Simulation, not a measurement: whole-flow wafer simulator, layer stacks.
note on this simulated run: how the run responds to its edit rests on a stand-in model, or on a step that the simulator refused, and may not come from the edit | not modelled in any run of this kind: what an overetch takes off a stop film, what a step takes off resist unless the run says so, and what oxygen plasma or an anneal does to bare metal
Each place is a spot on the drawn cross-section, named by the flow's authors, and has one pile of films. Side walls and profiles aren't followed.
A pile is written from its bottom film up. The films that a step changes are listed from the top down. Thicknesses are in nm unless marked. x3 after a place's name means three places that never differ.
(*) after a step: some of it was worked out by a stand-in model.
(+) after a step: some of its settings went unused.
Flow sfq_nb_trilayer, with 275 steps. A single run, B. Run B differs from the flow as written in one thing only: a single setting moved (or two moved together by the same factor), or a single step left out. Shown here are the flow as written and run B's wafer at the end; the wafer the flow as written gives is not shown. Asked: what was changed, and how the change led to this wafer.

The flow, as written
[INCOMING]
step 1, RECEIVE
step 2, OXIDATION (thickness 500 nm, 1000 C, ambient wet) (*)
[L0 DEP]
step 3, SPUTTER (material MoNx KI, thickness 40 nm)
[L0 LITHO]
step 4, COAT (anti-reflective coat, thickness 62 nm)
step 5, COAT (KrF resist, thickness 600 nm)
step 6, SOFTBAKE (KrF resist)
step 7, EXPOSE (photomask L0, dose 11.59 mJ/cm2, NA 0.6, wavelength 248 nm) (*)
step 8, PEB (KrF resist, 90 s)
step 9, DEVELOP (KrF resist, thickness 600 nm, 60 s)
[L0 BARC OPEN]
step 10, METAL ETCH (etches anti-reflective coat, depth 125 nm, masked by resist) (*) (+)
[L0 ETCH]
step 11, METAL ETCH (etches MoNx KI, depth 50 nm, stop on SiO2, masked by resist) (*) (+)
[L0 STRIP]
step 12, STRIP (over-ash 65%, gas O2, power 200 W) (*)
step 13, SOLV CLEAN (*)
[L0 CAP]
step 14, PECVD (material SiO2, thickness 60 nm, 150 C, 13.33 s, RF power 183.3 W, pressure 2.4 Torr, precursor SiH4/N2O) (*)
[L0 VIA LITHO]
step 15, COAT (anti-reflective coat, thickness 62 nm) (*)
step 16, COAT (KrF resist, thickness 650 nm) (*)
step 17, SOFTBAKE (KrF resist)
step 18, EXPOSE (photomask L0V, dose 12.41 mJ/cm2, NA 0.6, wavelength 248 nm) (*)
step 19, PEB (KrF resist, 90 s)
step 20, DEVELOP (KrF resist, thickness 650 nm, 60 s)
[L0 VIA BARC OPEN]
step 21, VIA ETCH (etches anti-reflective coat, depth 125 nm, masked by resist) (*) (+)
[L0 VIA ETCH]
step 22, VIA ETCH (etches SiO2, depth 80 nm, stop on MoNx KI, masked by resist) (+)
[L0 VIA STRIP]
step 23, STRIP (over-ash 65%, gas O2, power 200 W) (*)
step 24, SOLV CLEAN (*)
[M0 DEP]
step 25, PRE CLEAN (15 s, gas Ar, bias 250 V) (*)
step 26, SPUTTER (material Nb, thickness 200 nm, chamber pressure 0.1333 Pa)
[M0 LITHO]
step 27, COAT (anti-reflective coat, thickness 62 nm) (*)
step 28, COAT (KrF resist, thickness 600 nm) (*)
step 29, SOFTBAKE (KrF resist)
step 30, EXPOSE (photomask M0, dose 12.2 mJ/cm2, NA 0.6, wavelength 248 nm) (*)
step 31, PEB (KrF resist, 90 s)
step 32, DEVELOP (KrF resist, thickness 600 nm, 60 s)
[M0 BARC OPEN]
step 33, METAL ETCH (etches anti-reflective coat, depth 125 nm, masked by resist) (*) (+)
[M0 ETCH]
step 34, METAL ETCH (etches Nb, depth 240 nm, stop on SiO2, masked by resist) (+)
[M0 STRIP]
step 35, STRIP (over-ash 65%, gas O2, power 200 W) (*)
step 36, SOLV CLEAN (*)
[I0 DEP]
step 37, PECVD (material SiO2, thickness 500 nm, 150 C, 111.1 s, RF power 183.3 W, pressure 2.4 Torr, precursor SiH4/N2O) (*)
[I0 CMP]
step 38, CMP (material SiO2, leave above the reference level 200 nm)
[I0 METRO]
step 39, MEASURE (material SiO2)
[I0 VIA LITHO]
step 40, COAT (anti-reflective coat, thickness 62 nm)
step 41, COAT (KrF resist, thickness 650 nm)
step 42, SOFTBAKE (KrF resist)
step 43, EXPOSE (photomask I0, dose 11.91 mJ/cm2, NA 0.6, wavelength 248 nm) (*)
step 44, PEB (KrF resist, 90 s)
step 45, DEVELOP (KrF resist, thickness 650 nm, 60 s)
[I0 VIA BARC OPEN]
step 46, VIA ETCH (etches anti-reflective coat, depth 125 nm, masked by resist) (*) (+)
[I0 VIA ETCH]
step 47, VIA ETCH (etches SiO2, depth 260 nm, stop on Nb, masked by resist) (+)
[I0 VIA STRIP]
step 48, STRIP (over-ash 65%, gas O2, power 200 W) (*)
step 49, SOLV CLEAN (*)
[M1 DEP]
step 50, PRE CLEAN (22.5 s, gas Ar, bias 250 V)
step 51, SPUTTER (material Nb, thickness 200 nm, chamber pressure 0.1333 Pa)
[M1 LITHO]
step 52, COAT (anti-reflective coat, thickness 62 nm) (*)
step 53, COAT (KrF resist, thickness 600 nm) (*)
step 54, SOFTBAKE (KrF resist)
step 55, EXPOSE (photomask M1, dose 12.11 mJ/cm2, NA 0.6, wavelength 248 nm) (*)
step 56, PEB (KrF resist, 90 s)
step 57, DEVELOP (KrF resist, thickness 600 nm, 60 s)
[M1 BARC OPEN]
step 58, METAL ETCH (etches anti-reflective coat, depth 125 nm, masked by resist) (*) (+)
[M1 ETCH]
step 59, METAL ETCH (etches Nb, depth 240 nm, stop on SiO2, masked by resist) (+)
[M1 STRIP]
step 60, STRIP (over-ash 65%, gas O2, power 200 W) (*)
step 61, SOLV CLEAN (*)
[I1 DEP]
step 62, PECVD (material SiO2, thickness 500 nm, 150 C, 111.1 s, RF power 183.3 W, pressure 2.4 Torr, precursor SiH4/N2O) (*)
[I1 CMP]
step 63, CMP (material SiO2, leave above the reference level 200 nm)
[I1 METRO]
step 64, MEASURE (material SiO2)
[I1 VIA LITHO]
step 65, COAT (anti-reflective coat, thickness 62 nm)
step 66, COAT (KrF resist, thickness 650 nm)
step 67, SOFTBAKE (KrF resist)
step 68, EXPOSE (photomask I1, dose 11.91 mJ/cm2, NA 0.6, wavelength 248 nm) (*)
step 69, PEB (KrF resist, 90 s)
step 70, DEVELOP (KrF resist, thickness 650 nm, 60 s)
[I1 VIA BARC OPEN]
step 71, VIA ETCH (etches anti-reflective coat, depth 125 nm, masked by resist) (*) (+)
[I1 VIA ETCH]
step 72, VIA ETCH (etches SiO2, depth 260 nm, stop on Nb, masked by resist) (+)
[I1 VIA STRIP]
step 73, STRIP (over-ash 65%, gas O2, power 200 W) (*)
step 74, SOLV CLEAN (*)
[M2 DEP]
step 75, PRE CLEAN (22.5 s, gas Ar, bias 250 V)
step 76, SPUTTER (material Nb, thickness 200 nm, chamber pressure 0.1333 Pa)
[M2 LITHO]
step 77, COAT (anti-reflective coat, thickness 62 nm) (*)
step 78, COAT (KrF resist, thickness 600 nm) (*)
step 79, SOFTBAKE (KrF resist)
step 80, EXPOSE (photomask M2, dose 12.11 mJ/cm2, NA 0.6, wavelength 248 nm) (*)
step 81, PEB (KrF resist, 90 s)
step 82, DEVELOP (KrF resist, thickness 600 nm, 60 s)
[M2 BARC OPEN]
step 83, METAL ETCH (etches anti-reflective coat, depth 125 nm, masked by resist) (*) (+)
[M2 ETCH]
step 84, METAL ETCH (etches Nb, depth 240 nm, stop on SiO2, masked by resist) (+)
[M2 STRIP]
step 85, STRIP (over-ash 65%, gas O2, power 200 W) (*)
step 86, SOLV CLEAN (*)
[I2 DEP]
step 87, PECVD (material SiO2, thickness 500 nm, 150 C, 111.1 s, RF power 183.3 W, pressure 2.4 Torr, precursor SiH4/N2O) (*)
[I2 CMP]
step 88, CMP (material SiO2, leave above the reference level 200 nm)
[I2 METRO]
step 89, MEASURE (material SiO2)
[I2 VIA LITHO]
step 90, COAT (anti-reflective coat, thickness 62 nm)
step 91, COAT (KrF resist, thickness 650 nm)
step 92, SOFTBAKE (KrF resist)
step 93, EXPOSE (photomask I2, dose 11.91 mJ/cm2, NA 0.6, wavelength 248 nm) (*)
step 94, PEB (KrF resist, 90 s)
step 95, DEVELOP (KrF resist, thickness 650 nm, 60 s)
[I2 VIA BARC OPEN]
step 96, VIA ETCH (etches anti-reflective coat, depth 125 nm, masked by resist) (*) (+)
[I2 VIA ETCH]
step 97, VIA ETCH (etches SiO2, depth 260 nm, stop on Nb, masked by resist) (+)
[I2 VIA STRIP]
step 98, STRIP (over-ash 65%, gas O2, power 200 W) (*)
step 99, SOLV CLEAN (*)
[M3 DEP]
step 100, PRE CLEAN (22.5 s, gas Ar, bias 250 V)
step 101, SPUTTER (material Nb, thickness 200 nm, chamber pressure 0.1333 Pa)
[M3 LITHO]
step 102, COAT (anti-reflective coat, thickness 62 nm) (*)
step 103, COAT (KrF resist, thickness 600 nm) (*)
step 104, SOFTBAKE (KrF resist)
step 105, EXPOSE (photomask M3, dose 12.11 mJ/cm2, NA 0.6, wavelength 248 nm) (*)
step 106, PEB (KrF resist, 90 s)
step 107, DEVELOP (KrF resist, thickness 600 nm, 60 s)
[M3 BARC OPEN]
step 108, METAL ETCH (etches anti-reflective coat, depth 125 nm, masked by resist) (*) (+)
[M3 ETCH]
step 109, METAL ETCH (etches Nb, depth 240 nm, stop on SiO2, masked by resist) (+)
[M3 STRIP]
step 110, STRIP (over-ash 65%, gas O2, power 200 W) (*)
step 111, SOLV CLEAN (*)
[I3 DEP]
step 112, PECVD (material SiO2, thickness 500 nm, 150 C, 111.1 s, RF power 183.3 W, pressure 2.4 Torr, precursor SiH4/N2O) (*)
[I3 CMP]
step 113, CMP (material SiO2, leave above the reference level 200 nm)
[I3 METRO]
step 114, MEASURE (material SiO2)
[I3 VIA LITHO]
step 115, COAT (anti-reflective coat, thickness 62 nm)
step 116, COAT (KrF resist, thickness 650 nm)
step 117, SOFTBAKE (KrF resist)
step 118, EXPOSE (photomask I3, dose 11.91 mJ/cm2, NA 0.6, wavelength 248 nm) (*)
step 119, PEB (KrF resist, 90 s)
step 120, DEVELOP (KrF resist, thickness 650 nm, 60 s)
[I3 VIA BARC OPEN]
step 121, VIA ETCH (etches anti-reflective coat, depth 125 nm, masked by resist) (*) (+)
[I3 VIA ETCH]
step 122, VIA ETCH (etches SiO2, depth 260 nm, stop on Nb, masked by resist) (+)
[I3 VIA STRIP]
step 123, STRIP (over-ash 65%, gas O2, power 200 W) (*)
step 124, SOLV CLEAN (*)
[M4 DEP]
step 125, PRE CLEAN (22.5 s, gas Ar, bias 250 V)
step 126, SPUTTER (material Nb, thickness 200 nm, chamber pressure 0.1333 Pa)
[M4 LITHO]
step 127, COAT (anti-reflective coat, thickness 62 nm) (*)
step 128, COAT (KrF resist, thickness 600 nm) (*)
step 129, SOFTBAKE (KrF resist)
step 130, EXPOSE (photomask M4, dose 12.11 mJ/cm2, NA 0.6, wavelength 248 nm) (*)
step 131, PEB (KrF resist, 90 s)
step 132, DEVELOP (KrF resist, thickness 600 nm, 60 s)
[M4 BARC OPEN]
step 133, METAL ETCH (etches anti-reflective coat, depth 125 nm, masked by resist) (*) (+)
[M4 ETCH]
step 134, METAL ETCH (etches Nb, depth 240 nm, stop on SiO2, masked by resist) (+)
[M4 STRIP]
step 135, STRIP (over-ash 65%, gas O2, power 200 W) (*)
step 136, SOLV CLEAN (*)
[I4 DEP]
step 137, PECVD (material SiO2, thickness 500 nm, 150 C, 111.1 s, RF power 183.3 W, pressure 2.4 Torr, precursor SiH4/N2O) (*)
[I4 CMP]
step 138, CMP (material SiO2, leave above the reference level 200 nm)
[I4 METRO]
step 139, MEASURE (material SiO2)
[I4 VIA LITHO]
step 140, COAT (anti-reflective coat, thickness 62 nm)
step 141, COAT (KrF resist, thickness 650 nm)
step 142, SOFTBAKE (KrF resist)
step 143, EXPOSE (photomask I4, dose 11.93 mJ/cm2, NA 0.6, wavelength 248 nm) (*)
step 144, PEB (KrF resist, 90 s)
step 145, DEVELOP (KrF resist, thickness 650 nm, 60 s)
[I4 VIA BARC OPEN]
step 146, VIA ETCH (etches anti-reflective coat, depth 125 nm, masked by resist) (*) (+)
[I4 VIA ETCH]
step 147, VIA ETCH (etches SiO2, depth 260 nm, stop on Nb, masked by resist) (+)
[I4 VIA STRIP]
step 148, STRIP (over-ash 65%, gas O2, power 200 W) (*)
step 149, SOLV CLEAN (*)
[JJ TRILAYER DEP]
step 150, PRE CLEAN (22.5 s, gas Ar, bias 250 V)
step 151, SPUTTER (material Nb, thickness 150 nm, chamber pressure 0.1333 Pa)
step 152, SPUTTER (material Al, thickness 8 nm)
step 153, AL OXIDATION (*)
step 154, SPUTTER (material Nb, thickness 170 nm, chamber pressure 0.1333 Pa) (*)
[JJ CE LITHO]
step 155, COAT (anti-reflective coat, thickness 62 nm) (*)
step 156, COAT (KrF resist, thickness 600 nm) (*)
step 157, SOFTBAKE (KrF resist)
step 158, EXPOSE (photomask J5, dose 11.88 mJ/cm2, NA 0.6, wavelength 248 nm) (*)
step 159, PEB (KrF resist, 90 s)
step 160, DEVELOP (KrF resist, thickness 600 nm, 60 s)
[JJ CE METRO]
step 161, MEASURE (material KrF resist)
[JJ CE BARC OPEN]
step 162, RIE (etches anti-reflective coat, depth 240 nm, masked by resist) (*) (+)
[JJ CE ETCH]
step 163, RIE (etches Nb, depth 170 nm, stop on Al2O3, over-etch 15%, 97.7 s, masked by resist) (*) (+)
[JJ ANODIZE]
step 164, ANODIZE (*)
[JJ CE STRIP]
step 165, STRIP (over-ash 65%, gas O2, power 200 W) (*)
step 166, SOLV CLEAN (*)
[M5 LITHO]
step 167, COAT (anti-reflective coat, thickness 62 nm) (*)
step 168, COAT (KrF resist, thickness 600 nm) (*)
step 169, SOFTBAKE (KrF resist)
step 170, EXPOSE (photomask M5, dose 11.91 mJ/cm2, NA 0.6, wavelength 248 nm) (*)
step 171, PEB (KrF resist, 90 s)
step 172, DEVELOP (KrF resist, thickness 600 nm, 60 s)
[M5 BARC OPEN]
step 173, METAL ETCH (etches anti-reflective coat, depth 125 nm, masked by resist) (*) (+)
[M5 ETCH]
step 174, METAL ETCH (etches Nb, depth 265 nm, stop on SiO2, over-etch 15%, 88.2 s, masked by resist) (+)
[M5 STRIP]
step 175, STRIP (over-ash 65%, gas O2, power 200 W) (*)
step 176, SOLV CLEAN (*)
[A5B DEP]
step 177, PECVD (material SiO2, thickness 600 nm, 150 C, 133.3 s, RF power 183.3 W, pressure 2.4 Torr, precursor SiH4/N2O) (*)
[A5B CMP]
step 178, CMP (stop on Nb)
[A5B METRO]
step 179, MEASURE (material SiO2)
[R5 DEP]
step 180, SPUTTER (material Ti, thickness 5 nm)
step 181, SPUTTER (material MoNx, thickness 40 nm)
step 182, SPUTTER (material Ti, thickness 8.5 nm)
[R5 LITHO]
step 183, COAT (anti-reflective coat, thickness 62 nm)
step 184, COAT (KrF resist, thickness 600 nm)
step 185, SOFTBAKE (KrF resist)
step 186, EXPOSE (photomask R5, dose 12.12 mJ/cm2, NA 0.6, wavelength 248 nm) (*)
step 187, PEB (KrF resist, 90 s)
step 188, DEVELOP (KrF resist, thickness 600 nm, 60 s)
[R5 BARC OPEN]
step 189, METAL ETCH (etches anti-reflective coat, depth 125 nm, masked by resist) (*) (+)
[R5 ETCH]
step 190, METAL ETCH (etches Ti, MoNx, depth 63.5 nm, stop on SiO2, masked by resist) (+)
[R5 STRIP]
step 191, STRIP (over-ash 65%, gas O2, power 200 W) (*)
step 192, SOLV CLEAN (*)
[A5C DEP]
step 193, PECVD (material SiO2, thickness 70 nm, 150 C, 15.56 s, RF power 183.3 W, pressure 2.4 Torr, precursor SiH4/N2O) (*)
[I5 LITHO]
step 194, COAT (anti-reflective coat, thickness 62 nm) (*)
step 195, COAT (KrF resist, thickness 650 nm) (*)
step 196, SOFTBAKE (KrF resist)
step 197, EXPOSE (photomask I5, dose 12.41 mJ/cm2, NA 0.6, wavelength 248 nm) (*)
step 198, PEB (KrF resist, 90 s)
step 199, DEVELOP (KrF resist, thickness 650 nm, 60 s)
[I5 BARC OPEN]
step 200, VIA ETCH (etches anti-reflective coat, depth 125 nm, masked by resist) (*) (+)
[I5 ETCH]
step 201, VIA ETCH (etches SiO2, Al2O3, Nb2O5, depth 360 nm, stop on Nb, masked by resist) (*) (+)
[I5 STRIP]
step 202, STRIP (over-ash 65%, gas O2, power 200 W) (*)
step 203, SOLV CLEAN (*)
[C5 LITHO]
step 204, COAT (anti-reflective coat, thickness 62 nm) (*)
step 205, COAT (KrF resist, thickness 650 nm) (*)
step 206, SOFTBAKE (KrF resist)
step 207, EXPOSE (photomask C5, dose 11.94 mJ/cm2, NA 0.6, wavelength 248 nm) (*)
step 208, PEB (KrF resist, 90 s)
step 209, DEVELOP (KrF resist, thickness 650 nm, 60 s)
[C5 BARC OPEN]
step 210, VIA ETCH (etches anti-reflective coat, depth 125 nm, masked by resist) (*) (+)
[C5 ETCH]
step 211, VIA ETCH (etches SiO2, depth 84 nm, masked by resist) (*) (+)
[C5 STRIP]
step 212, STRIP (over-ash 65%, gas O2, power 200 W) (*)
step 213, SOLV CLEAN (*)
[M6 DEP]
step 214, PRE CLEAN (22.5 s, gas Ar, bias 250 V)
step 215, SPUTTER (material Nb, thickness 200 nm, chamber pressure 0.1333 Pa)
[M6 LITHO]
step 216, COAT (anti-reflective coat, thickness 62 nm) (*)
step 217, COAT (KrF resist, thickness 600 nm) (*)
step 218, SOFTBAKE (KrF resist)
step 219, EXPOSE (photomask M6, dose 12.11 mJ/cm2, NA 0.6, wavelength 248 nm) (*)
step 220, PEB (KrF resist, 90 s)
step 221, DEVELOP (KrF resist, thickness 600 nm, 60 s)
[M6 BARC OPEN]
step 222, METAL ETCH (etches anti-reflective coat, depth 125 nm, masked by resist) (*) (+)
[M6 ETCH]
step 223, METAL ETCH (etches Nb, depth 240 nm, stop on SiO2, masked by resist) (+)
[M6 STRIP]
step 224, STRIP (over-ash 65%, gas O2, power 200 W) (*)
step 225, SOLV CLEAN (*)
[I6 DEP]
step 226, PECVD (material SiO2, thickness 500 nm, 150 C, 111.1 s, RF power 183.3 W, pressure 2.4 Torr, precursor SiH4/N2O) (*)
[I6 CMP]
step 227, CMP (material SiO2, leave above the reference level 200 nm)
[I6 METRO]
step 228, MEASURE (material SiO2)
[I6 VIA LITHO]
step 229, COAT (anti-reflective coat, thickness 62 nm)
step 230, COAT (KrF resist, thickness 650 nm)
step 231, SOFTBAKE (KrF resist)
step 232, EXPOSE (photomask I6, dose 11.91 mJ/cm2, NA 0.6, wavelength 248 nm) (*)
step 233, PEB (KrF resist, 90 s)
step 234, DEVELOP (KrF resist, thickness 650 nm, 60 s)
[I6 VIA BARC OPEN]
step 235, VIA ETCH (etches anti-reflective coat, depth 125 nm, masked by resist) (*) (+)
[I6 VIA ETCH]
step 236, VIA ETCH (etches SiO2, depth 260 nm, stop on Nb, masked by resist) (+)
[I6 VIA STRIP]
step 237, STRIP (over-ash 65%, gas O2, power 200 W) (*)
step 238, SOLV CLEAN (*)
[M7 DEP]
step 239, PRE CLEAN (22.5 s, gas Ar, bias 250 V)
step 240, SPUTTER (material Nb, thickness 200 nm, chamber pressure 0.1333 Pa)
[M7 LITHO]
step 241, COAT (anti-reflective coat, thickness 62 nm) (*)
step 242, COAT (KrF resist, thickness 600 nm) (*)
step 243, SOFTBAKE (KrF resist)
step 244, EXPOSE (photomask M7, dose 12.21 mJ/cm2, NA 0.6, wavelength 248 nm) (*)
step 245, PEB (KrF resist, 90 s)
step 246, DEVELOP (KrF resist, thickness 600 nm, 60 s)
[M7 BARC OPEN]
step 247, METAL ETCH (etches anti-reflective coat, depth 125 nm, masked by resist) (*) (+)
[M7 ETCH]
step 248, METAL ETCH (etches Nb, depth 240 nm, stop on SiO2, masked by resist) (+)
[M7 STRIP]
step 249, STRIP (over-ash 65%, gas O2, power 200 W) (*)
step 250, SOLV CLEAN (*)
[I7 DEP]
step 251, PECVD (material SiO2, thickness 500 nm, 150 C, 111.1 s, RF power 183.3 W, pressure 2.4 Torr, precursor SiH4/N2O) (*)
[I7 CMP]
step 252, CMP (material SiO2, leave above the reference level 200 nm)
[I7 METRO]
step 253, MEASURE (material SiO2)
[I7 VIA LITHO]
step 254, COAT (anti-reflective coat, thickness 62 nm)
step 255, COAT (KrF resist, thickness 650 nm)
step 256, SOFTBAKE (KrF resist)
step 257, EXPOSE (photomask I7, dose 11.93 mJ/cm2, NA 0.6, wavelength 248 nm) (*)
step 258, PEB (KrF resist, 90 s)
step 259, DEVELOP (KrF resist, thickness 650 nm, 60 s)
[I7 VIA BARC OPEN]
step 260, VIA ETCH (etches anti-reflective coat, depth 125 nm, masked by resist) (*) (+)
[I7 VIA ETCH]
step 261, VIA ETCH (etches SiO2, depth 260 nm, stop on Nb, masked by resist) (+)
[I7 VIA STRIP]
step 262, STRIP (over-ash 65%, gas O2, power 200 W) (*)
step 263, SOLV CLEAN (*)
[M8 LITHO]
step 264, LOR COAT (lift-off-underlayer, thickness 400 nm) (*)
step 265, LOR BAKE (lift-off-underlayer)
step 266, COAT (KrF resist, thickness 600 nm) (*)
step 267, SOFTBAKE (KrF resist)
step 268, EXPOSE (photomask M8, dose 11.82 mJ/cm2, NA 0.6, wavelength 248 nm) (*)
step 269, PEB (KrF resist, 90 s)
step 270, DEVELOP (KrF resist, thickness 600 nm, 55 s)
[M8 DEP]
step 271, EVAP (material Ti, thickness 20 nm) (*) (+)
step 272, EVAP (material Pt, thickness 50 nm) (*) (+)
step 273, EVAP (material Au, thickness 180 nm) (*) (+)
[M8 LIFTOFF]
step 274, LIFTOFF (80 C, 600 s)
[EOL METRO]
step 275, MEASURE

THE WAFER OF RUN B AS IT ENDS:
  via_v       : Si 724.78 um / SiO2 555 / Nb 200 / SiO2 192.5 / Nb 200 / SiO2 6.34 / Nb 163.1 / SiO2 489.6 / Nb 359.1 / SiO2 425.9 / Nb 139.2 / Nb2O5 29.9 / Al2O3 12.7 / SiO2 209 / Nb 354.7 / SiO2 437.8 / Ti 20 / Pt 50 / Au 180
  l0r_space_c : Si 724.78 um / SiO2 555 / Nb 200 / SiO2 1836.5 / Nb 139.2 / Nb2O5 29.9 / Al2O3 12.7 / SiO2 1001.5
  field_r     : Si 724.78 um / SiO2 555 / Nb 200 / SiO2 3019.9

What caused this: step 63, CMP: leave above the reference level 274 nm was run, whereas the flow has leave above the reference level 200 nm.

Step by step, how the change led to this:
  step 63, CMP (material SiO2, leave above the reference level 200 nm)
      field_l, be, be_sur and 72 more: -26 SiO2 (it would be, as written: -100 SiO2)
      v_sur, via_wl, via_wr and 20 more: -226 SiO2 (it would be, as written: -300 SiO2)
      (also at 8 further places)
  step 72, VIA ETCH (etches SiO2, depth 260 nm, stop on Nb, masked by resist) (+)
      via_v: -260 SiO2 (it would be, as written: -199.8 SiO2 (all of it))
  step 75, PRE CLEAN (22.5 s, gas Ar, bias 250 V)
      via_v: -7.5 SiO2 (it would be, as written: -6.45 Nb)
  step 76, SPUTTER (material Nb, thickness 200 nm, chamber pressure 0.1333 Pa)
      via_v: +163.1 Nb (new film) (it would be, as written: +174.5 Nb)
  step 77, COAT (anti-reflective coat, thickness 62 nm) (*)
      via_sp: +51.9 anti-reflective coat (new film) (it would be, as written: +53.2 anti-reflective coat (new film))
      via_v: +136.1 anti-reflective coat (new film) (it would be, as written: +123.1 anti-reflective coat (new film))
      (also at 1 further place)
  step 78, COAT (KrF resist, thickness 600 nm) (*)
      via_v: +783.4 KrF resist (new film) (it would be, as written: +733.7 KrF resist (new film))
  step 85, STRIP (over-ash 65%, gas O2, power 200 W) (*)
      via_sp: -370.4 KrF resist (all of it), -51.9 anti-reflective coat (all of it) (it would be, as written: -374.4 KrF resist (all of it), -53.2 anti-reflective coat (all of it))
      via_v: -565.3 KrF resist (all of it), -136.1 anti-reflective coat (all of it) (it would be, as written: -515.8 KrF resist (all of it), -123.1 anti-reflective coat (all of it))
      (also at 1 further place)
  step 87, PECVD (material SiO2, thickness 500 nm, 150 C, 111.1 s, RF power 183.3 W, pressure 2.4 Torr, precursor SiH4/N2O) (*)
      via_v: +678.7 SiO2 (new film) (it would be, as written: +606 SiO2 (new film))
If metal films that touch count as one body, via_v has 7 bodies (between them, from the top down: SiO2 437.8; SiO2 209 / Al2O3 12.7 / Nb2O5 29.9; SiO2 425.9; SiO2 489.6; SiO2 6.34; SiO2 192.5); the flow as written gives 6 bodies (between them, from the top down: SiO2 437.8; SiO2 209 / Al2O3 12.7 / Nb2O5 29.9; SiO2 425.9; SiO2 416.9; SiO2 192.5).
